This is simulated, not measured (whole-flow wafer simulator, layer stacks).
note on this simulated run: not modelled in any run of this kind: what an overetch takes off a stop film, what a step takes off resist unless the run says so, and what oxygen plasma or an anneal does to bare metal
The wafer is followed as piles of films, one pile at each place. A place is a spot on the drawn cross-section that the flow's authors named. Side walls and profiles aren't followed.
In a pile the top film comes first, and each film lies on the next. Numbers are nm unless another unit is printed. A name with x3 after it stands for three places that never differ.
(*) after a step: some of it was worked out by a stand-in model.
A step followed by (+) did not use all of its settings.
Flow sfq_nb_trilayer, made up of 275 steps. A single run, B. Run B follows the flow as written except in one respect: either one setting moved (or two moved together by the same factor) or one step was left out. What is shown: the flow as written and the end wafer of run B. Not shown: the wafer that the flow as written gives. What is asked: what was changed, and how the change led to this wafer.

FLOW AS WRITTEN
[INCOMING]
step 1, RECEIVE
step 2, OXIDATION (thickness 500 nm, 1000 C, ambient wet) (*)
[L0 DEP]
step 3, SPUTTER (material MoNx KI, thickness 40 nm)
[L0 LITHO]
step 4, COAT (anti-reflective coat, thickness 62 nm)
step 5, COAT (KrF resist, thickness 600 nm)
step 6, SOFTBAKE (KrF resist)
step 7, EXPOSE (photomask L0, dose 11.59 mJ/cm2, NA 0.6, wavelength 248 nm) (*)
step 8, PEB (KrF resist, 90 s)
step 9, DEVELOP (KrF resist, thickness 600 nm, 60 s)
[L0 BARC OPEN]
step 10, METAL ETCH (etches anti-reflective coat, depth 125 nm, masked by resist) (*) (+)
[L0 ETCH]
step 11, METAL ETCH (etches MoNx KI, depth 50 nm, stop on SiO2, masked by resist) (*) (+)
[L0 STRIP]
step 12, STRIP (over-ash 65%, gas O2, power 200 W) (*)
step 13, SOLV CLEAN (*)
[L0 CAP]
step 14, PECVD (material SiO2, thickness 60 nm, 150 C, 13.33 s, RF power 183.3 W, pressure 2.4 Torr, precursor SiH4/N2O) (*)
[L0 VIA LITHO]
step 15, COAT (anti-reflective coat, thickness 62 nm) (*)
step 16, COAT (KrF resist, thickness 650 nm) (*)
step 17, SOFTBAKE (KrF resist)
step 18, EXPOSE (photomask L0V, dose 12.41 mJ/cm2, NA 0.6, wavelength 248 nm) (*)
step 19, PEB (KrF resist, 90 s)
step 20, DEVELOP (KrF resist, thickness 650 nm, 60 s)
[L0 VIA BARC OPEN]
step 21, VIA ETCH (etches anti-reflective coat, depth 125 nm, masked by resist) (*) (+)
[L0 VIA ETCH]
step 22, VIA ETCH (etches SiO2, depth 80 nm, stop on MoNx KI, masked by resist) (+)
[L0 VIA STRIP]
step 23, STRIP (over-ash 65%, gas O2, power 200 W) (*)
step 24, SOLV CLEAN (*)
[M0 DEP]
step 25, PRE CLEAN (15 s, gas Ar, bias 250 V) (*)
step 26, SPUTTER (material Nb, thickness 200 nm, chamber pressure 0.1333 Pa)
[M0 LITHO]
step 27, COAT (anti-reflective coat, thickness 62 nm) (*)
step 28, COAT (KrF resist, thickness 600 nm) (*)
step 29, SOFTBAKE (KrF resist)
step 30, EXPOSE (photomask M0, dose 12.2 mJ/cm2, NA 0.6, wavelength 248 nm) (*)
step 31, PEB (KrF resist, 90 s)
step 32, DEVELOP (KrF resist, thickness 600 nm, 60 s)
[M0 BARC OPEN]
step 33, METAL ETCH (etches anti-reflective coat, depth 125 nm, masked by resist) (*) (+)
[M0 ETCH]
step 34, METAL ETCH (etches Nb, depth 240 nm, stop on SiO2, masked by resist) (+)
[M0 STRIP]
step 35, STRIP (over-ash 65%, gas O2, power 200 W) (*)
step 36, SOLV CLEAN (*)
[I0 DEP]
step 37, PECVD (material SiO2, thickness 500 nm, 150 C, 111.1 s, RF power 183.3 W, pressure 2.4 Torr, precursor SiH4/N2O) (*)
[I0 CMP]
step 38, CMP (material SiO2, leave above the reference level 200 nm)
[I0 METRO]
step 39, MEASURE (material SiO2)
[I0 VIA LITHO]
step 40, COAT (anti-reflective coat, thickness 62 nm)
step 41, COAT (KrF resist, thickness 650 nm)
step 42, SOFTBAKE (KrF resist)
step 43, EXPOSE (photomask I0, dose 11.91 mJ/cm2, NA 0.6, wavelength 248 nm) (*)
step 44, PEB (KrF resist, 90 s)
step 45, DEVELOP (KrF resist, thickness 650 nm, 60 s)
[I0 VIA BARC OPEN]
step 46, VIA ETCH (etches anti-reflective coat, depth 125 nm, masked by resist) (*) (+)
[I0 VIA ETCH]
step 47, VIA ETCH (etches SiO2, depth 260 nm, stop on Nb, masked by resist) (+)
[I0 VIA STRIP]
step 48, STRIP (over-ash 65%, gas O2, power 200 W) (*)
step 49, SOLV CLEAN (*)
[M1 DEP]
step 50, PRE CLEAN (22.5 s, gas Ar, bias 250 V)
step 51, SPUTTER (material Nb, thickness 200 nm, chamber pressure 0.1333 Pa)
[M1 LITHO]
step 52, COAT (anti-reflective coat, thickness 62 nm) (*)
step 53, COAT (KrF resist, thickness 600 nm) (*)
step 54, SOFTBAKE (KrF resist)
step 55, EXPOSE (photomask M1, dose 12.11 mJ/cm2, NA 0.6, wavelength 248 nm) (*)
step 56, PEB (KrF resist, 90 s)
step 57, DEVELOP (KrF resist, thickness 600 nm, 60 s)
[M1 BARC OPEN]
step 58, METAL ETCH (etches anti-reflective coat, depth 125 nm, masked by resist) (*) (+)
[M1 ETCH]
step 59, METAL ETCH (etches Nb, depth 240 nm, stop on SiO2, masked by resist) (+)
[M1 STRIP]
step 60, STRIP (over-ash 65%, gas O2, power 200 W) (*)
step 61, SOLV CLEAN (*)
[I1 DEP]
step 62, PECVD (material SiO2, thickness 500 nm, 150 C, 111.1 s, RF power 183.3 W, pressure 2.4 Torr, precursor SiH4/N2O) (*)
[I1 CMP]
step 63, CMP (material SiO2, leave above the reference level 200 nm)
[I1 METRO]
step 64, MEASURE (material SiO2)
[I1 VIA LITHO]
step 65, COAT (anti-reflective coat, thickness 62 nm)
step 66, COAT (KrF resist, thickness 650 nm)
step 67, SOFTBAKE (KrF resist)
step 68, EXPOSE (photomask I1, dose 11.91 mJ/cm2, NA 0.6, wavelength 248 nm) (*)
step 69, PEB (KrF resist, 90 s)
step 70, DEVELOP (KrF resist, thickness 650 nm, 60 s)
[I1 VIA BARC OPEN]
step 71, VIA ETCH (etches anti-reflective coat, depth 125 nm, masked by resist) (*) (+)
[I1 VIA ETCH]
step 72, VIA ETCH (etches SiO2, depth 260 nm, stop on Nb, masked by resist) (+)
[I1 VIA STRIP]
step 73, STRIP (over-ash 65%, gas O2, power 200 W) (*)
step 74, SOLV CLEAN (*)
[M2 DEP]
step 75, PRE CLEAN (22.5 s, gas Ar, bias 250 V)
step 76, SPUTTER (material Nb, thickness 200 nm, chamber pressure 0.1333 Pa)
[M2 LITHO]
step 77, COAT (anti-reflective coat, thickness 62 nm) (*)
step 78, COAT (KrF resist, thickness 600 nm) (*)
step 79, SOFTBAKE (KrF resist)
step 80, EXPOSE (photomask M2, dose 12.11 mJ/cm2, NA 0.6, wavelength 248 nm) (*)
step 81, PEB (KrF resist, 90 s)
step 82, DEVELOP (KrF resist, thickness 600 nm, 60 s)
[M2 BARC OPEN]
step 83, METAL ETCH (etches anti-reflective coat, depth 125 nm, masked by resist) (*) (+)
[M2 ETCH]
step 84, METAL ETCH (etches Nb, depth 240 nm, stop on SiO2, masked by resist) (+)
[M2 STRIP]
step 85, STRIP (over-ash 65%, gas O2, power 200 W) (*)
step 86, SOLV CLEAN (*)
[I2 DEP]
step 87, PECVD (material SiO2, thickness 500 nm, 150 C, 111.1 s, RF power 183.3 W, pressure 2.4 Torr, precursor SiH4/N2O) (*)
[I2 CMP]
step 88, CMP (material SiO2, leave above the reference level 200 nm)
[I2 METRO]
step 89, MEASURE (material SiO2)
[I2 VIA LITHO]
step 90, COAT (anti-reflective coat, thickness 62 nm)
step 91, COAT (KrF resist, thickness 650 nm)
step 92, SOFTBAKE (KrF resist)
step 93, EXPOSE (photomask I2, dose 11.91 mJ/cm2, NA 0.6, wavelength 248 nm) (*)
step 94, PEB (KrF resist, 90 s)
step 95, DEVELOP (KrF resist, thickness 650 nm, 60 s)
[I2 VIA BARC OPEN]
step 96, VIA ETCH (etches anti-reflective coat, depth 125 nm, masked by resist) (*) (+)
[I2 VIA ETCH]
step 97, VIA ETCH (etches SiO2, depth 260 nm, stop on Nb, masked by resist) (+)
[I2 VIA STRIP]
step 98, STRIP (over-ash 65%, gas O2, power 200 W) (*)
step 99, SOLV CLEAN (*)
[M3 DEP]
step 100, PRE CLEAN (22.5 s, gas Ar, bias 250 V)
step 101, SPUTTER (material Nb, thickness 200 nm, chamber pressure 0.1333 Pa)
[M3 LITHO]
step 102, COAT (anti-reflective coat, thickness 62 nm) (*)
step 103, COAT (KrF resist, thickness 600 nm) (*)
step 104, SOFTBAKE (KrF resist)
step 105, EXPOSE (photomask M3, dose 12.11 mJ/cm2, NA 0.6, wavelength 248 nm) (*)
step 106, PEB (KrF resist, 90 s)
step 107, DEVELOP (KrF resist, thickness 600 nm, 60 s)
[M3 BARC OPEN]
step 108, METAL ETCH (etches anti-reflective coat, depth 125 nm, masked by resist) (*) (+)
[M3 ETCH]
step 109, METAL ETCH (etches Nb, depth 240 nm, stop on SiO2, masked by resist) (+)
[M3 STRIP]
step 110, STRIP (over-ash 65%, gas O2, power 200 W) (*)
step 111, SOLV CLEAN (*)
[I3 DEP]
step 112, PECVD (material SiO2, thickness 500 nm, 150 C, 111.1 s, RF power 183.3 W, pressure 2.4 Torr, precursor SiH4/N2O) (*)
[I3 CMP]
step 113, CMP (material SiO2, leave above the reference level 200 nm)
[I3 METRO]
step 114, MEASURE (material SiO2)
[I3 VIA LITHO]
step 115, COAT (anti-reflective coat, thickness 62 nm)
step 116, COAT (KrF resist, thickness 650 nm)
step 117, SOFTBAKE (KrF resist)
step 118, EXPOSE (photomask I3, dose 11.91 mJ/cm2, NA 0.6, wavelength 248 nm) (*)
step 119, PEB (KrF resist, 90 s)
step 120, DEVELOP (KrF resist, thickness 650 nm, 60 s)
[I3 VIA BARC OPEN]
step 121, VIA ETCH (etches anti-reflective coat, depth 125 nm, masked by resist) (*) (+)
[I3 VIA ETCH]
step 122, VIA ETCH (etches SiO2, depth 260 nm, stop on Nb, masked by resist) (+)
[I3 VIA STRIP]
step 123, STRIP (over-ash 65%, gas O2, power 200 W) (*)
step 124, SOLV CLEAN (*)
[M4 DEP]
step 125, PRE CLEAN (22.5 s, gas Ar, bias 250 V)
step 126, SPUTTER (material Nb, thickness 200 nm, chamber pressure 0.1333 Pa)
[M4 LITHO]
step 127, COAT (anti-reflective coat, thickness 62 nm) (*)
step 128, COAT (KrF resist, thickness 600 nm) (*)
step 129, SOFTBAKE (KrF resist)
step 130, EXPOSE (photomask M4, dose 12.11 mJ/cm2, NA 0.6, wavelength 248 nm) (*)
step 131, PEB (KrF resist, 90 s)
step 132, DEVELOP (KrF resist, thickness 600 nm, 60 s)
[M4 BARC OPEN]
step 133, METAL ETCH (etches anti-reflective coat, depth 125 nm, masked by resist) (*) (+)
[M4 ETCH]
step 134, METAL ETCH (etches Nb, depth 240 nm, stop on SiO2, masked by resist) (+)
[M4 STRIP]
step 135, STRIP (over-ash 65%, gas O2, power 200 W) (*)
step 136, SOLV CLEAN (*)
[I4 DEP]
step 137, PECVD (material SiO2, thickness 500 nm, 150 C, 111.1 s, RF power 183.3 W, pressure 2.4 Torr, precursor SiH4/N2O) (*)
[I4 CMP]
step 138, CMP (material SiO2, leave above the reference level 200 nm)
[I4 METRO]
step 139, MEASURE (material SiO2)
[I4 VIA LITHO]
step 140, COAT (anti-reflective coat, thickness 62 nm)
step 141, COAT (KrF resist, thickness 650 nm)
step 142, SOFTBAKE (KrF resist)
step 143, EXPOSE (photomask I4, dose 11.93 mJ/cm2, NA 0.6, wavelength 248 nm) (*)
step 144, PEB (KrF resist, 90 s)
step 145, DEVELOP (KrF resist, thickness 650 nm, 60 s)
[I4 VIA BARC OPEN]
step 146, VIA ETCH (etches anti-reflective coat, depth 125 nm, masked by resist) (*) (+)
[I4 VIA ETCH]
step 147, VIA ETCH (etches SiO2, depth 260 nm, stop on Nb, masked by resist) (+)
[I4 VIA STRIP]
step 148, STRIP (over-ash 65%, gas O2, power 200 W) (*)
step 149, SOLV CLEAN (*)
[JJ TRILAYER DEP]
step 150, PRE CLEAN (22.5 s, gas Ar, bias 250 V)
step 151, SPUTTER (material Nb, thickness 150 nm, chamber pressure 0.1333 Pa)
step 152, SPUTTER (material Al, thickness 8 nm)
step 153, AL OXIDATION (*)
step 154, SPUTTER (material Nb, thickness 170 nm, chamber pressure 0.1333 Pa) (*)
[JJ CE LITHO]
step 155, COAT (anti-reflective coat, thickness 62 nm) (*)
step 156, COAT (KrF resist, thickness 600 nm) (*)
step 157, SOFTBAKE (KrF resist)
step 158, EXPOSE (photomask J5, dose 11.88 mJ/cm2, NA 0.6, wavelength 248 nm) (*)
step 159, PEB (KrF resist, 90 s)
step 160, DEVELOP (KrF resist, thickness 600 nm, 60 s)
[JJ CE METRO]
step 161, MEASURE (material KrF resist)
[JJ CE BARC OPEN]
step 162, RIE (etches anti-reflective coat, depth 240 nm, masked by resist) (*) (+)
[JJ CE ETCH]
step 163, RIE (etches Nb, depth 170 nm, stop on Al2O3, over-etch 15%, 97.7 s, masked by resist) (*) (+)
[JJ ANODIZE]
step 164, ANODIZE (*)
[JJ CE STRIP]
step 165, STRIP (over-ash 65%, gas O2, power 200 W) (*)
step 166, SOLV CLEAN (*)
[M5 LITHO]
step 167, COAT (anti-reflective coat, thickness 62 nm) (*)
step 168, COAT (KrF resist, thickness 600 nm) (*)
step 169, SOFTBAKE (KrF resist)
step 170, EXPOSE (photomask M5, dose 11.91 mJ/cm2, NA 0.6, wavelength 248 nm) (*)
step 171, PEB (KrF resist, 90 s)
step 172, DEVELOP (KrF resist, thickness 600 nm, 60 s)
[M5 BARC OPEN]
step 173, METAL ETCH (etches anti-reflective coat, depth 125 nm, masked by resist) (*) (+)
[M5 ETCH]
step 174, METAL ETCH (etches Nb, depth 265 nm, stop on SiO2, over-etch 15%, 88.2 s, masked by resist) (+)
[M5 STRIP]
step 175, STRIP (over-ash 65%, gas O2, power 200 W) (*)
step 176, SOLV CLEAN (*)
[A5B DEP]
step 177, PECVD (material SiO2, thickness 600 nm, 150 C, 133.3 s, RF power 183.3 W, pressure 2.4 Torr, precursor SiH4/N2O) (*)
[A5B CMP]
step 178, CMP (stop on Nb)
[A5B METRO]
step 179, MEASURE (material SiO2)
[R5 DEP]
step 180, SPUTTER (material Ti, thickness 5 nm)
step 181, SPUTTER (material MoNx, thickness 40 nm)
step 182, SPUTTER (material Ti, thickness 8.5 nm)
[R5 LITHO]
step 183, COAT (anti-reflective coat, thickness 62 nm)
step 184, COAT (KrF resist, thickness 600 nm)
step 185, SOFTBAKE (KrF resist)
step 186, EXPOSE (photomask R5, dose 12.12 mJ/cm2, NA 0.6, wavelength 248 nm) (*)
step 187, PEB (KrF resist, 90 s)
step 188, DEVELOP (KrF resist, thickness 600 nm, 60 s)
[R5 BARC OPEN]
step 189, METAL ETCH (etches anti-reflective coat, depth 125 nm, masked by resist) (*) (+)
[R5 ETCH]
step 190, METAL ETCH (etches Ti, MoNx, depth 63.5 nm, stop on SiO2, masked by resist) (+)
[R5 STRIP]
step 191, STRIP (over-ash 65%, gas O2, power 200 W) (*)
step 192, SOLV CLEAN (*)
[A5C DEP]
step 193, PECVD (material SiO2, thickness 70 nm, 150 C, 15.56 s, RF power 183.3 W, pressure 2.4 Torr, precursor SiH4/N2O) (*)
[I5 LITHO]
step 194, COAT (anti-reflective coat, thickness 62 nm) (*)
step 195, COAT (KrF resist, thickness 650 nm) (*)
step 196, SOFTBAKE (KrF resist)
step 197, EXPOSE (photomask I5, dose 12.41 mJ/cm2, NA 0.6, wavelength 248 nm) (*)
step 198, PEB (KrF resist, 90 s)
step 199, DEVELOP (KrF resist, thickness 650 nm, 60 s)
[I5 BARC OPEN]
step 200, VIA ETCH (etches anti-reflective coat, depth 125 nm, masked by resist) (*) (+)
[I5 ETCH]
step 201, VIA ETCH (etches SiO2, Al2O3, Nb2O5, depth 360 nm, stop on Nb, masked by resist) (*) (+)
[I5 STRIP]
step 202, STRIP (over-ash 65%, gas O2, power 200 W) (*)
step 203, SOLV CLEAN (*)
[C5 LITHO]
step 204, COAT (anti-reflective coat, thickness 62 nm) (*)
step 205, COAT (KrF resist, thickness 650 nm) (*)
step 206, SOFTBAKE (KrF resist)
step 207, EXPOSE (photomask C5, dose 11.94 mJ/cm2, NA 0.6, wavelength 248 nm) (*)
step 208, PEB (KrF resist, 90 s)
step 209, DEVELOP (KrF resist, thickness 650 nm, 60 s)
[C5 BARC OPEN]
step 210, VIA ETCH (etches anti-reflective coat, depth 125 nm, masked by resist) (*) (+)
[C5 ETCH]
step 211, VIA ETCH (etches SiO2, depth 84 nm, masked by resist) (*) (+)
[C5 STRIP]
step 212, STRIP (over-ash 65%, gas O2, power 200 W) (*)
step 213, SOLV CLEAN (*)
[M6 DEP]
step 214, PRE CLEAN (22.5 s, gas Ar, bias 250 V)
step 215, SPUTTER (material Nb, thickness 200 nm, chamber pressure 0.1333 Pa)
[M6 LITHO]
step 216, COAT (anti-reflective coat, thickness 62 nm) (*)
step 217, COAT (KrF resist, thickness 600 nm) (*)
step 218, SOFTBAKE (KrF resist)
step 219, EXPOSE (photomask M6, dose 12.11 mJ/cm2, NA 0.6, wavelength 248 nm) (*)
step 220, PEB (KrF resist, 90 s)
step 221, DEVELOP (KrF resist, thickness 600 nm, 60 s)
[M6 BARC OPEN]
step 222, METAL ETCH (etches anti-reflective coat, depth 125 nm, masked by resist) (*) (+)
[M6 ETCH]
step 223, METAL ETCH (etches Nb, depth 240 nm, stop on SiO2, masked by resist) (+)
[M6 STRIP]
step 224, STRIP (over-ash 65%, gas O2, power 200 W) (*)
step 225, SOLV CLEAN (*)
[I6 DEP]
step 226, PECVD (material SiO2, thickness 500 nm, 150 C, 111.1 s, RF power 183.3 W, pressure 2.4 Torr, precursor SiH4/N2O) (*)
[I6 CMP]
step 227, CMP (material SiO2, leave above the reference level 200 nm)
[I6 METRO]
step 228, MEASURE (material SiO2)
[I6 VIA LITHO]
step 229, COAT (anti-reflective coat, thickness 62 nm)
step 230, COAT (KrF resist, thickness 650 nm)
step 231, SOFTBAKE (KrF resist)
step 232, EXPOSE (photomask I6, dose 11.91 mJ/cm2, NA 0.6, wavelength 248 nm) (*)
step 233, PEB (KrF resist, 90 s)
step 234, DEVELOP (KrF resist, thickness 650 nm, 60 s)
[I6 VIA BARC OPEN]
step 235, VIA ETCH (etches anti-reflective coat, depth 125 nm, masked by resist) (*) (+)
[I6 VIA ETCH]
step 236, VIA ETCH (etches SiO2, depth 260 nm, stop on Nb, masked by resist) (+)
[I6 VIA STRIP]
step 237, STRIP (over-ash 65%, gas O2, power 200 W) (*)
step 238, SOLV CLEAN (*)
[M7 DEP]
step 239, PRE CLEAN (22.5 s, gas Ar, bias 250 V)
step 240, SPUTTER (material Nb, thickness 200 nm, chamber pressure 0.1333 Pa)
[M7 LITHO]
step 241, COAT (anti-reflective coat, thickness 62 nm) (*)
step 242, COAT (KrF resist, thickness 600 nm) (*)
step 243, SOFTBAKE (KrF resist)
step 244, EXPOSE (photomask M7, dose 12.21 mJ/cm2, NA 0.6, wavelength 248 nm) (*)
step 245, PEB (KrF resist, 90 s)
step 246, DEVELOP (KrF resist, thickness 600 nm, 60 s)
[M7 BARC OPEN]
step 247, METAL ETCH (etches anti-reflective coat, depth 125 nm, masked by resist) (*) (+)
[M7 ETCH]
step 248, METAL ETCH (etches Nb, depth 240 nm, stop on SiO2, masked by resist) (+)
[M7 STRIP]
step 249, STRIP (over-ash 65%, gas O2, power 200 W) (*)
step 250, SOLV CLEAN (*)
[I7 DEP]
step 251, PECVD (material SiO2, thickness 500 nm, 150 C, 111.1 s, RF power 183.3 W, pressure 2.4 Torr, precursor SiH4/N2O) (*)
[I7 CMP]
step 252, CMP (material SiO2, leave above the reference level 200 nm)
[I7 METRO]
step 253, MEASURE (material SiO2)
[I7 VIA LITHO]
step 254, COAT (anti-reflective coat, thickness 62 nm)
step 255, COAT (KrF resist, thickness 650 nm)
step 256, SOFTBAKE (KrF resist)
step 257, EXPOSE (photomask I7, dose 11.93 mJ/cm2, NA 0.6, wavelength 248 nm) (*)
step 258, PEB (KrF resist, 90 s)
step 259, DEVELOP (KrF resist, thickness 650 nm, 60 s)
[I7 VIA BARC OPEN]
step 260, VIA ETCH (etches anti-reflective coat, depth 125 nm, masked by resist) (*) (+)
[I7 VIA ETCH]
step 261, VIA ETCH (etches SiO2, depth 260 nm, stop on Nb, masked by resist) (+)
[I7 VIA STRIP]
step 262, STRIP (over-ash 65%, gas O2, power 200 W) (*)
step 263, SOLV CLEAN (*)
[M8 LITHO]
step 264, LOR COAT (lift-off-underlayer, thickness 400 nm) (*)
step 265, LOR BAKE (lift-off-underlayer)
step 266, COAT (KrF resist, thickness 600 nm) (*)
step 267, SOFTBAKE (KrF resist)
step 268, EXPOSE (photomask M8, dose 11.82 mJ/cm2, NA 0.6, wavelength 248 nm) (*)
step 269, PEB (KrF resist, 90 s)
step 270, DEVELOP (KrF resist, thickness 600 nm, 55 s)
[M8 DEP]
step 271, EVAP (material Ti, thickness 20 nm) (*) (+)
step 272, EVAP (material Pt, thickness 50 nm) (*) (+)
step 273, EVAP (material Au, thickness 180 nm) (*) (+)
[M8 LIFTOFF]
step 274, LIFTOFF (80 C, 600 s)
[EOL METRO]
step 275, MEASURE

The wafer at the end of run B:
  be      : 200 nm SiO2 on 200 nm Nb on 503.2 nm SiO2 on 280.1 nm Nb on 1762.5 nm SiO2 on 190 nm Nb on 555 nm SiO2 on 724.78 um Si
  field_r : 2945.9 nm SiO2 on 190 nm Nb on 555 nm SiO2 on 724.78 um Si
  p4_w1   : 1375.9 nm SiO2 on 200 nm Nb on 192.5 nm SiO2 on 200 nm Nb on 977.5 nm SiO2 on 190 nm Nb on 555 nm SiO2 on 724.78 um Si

What caused this: step 26, SPUTTER: thickness 190 nm was run, though the flow has thickness 200 nm.
One can read it off the wafer: be has Nb 190, and step 26 as written asks for 200 nm.

Step by step, how the change led to this:
  step 26, SPUTTER (material Nb, thickness 200 nm, chamber pressure 0.1333 Pa)
      field_l, v_sur, via_wl and 102 more: Nb gains 190 (new film) (in the flow as written it would be: Nb gains 200 (new film))
      l0v: Nb gains 185.7 (new film) (in the flow as written it would be: Nb gains 195.7 (new film))
  step 34, METAL ETCH (etches Nb, depth 240 nm, stop on SiO2, masked by resist) (+)
      moat, m0r_space_l x2: Nb loses 190 (all of it) (in the flow as written it would be: Nb loses 200 (all of it))
